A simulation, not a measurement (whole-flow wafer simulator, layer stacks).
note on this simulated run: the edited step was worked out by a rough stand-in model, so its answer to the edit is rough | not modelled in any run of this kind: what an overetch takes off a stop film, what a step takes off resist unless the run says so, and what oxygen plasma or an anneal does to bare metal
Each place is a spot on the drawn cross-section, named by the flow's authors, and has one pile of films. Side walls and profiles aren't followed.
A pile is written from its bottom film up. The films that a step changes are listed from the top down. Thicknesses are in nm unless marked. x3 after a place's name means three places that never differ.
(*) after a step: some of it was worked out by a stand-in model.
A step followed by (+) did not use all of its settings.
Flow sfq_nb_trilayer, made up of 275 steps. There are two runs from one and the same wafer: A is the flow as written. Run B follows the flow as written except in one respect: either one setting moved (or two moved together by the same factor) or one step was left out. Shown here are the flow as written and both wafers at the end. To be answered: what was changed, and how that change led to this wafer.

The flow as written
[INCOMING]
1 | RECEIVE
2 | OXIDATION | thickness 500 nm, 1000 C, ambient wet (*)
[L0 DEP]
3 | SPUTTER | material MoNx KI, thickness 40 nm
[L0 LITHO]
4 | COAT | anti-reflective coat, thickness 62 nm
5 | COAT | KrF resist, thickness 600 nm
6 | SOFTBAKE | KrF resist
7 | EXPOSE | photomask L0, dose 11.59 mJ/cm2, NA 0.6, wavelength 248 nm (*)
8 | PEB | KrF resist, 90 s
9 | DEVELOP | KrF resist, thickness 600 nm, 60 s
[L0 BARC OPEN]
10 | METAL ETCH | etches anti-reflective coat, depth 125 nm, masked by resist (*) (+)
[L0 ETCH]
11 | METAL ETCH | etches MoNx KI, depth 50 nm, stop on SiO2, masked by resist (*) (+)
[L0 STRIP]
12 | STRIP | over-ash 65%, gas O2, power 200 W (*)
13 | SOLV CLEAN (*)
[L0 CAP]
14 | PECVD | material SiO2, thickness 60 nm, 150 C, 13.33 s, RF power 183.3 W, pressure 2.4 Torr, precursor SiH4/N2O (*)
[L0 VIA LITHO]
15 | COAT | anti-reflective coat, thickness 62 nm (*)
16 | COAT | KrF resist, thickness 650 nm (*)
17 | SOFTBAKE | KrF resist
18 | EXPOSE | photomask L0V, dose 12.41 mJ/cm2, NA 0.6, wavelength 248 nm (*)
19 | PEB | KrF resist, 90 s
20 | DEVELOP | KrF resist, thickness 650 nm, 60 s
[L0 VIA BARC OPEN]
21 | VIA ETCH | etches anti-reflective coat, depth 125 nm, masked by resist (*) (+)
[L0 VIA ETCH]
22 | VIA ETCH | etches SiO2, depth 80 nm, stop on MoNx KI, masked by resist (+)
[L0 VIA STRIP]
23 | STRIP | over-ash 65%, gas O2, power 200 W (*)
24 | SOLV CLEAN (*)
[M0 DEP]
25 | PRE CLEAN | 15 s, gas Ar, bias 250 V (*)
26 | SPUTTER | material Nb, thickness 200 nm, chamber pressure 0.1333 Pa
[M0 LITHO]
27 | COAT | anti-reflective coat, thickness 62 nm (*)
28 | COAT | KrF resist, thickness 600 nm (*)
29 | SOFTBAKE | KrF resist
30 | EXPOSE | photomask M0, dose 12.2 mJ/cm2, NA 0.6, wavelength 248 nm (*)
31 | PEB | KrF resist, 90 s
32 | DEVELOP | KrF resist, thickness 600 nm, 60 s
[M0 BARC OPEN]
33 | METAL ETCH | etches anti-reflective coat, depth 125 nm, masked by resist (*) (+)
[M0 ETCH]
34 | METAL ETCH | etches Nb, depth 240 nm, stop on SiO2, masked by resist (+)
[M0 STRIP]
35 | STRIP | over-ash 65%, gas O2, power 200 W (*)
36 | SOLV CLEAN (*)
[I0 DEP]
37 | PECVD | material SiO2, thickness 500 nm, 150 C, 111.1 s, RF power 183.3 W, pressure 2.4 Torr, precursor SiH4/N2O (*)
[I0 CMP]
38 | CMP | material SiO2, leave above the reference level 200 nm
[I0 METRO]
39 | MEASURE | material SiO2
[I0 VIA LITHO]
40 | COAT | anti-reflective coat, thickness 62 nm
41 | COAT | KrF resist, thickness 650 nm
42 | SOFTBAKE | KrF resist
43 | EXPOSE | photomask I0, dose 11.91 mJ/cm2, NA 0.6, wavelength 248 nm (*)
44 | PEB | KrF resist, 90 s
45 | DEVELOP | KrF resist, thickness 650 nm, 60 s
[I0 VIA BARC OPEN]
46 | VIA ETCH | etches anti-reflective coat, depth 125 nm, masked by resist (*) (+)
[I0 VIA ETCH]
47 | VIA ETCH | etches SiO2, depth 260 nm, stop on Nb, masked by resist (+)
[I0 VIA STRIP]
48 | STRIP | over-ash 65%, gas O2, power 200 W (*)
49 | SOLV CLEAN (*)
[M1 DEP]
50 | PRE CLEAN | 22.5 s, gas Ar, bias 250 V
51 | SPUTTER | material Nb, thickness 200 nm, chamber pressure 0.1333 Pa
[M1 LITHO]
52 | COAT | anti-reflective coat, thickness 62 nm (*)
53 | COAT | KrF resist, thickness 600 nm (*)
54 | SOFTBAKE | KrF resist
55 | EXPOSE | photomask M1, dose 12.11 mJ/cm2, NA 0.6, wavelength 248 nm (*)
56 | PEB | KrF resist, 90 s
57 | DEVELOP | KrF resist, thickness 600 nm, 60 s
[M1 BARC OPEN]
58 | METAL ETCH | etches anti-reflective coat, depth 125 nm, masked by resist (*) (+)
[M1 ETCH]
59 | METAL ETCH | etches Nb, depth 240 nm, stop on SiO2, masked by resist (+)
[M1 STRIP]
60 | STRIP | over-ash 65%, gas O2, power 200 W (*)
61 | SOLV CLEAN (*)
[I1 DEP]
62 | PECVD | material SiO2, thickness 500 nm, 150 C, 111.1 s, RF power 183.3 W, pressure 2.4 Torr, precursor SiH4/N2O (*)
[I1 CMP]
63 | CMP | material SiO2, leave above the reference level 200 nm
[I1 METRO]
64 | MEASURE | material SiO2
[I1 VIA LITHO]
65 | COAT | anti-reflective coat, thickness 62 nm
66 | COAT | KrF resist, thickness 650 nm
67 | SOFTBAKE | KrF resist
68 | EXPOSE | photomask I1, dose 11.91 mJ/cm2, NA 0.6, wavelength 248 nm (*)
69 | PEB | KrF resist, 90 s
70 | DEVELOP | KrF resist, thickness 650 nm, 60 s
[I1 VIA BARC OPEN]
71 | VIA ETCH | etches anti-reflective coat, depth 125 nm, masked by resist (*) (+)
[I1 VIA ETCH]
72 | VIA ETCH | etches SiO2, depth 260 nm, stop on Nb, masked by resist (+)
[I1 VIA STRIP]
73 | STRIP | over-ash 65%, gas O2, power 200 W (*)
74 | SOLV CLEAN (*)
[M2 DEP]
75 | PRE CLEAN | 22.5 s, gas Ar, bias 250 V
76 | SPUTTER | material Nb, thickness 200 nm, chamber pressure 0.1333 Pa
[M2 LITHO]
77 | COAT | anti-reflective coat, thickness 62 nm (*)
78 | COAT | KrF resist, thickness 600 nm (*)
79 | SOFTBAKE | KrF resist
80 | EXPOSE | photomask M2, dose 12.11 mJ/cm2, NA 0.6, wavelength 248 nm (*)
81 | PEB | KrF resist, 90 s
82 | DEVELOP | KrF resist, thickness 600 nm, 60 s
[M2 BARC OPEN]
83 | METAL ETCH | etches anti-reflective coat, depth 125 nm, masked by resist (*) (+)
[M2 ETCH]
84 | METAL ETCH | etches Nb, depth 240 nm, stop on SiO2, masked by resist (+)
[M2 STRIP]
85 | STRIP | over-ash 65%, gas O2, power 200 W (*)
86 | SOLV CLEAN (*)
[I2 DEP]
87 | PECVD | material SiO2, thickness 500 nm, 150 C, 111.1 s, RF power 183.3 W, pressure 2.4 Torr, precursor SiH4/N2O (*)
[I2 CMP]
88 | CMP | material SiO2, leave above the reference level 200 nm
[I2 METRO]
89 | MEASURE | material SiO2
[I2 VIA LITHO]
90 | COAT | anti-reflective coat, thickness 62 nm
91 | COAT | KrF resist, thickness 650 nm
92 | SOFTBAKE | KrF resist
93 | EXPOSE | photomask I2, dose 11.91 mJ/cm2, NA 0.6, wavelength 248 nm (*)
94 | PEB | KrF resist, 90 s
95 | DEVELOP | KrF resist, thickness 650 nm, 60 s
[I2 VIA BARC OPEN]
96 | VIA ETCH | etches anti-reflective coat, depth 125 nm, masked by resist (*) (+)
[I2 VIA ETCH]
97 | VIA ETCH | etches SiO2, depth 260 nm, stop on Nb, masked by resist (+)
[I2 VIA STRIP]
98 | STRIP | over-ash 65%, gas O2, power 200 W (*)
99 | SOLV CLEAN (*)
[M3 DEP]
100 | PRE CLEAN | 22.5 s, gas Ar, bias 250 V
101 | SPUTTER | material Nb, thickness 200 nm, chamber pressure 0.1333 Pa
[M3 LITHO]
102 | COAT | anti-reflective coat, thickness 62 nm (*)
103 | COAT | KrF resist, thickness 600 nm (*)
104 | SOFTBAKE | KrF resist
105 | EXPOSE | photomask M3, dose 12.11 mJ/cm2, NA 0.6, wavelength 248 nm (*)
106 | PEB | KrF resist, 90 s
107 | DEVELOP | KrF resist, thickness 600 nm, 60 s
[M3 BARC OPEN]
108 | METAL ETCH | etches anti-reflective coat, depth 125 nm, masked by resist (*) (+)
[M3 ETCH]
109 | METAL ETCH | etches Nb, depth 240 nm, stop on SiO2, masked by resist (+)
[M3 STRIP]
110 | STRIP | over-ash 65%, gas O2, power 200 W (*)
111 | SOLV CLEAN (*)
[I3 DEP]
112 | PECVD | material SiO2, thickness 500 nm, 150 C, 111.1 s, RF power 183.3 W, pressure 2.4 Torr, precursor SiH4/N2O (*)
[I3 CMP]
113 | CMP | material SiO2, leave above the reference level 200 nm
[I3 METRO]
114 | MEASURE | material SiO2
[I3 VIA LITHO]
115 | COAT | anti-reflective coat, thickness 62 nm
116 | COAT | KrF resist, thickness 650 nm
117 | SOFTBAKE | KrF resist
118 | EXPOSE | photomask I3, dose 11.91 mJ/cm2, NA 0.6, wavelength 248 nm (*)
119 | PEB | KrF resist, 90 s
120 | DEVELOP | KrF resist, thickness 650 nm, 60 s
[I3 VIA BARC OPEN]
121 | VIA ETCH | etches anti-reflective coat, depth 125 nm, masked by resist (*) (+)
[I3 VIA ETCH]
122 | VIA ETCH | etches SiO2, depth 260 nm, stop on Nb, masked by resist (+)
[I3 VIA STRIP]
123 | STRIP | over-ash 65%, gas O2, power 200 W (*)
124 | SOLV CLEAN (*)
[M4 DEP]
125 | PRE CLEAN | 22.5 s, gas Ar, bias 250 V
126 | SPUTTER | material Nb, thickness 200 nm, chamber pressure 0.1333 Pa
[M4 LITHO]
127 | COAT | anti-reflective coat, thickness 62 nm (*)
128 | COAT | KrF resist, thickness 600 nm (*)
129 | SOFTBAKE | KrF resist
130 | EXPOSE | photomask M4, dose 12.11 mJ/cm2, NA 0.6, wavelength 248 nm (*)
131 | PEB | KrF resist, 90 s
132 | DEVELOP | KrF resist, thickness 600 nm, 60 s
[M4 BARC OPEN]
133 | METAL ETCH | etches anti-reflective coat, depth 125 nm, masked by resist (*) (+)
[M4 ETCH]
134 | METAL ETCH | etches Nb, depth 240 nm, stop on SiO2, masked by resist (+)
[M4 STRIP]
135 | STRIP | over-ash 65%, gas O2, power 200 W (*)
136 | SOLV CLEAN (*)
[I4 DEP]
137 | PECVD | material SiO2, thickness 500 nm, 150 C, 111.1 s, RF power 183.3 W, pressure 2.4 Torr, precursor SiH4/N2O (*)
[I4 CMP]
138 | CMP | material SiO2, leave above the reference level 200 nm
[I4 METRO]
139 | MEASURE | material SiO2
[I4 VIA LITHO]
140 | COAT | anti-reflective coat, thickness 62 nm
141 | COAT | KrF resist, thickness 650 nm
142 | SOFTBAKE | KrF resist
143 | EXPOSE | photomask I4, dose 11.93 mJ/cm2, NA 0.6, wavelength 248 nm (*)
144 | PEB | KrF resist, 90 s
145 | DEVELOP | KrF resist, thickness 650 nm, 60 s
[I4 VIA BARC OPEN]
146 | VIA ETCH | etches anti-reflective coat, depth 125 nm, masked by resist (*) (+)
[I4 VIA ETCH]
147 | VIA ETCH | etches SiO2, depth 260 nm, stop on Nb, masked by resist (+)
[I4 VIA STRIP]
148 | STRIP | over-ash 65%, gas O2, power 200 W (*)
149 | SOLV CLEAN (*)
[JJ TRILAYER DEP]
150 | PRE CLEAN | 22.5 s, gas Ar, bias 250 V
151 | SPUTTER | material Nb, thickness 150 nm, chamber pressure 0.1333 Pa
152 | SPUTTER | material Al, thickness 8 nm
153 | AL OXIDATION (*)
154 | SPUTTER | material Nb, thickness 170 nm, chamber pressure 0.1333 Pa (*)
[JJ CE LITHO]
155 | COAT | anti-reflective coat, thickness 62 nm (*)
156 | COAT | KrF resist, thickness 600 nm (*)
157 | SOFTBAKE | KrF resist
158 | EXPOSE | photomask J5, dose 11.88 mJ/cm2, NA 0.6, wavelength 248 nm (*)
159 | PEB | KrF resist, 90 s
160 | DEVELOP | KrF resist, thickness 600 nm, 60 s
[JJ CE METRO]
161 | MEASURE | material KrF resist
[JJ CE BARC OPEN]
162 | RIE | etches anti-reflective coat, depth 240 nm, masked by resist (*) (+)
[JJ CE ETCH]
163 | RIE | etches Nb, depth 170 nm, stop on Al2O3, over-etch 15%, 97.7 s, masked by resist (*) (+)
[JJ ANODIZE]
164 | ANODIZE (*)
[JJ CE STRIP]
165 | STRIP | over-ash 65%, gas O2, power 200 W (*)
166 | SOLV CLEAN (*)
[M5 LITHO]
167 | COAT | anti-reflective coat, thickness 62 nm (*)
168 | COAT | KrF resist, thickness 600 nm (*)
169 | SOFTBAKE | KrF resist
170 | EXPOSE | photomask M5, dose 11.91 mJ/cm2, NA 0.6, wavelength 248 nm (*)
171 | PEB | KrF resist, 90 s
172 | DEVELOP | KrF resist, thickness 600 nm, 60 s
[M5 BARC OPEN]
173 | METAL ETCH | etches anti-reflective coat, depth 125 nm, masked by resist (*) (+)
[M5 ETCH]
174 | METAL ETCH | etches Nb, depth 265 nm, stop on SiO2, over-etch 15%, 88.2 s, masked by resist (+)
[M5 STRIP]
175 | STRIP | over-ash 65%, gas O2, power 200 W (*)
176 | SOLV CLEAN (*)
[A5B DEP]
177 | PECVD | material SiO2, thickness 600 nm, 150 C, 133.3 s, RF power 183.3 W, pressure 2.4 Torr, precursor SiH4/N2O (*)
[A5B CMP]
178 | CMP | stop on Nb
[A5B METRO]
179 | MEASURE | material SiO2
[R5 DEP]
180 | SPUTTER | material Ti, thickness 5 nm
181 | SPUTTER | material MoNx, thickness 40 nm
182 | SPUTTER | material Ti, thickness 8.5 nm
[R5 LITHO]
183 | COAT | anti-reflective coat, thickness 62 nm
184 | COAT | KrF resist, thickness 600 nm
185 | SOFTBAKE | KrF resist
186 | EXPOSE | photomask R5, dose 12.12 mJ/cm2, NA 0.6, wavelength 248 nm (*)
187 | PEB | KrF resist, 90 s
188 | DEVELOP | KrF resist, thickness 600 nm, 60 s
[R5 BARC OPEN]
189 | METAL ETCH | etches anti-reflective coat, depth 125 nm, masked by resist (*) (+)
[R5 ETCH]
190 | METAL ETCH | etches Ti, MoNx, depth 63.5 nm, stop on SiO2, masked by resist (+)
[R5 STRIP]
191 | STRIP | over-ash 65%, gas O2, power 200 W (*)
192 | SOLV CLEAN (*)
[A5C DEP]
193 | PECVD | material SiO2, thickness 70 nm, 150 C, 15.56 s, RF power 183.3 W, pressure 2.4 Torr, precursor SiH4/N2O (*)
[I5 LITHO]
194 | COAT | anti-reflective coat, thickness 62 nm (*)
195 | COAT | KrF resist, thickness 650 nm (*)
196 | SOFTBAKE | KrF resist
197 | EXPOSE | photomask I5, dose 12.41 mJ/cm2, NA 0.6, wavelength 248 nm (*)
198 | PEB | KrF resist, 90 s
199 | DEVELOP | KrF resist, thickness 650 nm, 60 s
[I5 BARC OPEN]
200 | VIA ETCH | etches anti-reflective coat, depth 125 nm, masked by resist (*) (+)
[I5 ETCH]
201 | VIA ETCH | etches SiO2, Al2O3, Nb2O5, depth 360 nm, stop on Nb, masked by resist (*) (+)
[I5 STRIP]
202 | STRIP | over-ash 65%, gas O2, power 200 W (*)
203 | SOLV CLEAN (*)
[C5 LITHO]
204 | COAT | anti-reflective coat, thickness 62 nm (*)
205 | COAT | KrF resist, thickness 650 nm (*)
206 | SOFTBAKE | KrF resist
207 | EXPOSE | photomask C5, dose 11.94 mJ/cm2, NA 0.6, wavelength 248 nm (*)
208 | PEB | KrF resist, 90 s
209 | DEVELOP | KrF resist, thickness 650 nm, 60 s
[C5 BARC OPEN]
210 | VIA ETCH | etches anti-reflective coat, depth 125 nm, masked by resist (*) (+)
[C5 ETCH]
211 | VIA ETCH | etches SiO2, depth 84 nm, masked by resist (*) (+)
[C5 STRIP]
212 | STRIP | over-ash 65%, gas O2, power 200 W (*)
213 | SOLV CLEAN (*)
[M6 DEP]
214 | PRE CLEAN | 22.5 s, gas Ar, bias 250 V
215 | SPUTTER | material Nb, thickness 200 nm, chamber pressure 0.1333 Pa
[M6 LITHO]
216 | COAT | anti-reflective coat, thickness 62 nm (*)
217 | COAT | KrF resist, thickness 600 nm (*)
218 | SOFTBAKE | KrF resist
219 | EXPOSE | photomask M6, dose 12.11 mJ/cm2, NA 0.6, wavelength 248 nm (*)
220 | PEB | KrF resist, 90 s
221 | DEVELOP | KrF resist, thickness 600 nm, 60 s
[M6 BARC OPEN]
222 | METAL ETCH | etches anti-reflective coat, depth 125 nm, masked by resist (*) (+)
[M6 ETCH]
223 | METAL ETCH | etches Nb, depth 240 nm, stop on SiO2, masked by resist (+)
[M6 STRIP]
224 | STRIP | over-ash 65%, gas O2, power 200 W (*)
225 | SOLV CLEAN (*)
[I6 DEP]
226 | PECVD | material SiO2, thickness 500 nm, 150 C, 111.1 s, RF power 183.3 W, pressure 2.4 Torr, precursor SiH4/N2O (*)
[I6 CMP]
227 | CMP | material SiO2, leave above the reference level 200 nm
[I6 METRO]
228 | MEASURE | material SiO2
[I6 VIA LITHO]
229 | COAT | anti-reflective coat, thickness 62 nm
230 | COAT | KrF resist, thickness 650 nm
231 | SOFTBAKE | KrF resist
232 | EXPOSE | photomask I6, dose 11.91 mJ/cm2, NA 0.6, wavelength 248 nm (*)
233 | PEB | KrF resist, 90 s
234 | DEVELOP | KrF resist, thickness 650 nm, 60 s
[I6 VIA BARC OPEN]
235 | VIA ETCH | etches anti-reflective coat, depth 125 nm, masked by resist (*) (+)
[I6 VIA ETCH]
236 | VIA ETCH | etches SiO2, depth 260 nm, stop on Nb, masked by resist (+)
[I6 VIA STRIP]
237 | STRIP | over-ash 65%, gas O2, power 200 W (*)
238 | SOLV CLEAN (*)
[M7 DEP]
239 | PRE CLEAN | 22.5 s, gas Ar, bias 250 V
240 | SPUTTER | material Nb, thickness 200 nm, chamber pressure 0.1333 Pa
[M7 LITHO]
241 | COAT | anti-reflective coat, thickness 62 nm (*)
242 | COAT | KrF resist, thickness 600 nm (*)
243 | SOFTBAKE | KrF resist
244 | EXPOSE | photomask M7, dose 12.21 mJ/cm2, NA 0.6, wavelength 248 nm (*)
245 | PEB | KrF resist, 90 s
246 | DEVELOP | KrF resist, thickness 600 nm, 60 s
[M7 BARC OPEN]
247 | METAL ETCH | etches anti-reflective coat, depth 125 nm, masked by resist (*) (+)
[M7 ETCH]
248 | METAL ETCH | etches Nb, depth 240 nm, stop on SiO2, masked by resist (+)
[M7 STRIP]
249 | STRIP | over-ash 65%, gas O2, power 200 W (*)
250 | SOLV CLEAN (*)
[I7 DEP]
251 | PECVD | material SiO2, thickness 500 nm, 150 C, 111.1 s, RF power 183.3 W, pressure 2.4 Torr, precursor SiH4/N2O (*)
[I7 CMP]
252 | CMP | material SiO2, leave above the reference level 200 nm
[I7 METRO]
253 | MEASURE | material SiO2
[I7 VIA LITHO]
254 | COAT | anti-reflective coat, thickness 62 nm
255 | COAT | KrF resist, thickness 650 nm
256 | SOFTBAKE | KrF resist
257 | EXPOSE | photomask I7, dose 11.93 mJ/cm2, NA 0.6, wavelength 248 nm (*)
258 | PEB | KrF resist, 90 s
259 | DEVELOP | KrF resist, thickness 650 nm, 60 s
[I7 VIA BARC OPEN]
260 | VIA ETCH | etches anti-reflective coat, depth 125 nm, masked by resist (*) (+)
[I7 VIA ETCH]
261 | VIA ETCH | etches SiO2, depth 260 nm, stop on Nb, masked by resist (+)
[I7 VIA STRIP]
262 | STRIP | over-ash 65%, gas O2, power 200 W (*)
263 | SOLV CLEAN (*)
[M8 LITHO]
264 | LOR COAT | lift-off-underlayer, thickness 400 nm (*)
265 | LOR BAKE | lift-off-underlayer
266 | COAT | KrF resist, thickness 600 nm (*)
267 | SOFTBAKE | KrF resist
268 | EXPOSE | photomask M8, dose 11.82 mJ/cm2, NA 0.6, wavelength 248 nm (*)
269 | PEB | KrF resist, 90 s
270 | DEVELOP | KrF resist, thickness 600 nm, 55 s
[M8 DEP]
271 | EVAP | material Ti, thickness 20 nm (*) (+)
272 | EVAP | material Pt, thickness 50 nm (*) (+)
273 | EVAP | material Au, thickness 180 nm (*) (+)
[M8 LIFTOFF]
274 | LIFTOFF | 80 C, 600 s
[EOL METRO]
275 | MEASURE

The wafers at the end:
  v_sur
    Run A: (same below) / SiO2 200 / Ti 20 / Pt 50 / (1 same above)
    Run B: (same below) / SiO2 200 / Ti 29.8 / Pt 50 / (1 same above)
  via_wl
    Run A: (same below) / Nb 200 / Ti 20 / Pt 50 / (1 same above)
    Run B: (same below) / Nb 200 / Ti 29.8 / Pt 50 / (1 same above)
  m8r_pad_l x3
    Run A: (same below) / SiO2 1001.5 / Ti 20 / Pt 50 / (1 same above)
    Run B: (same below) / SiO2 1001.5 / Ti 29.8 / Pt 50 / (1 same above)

The reason: step 271, EVAP: thickness 29.8 nm was run, whereas the flow has thickness 20 nm.
The wafer itself shows it: v_sur has Ti 29.8, and step 271 as written asks for 20 nm.

The path from the change to this, step by step:
  271 | EVAP | material Ti, thickness 20 nm (*) (+)
      field_l, v_sur, via_wl and 103 more: A +20 Ti (new film) | B +29.8 Ti (new film)
  274 | LIFTOFF | 80 C, 600 s
      p4_fl x3, p4_w1 x9, p4_g1 x2 and 60 more: A -180 Au (all of it), -50 Pt (all of it), -20 Ti (all of it), -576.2 KrF resist (all of it), -400 lift-off-underlayer (all of it) | B -180 Au (all of it), -50 Pt (all of it), -29.8 Ti (all of it), -576.2 KrF resist (all of it), -400 lift-off-underlayer (all of it)
      c5j, ce_r: A -180 Au (all of it), -50 Pt (all of it), -20 Ti (all of it), -573.3 KrF resist (all of it), -399.3 lift-off-underlayer (all of it) | B -180 Au (all of it), -50 Pt (all of it), -29.8 Ti (all of it), -573.3 KrF resist (all of it), -399.3 lift-off-underlayer (all of it)
      (as well as at 19 more places)
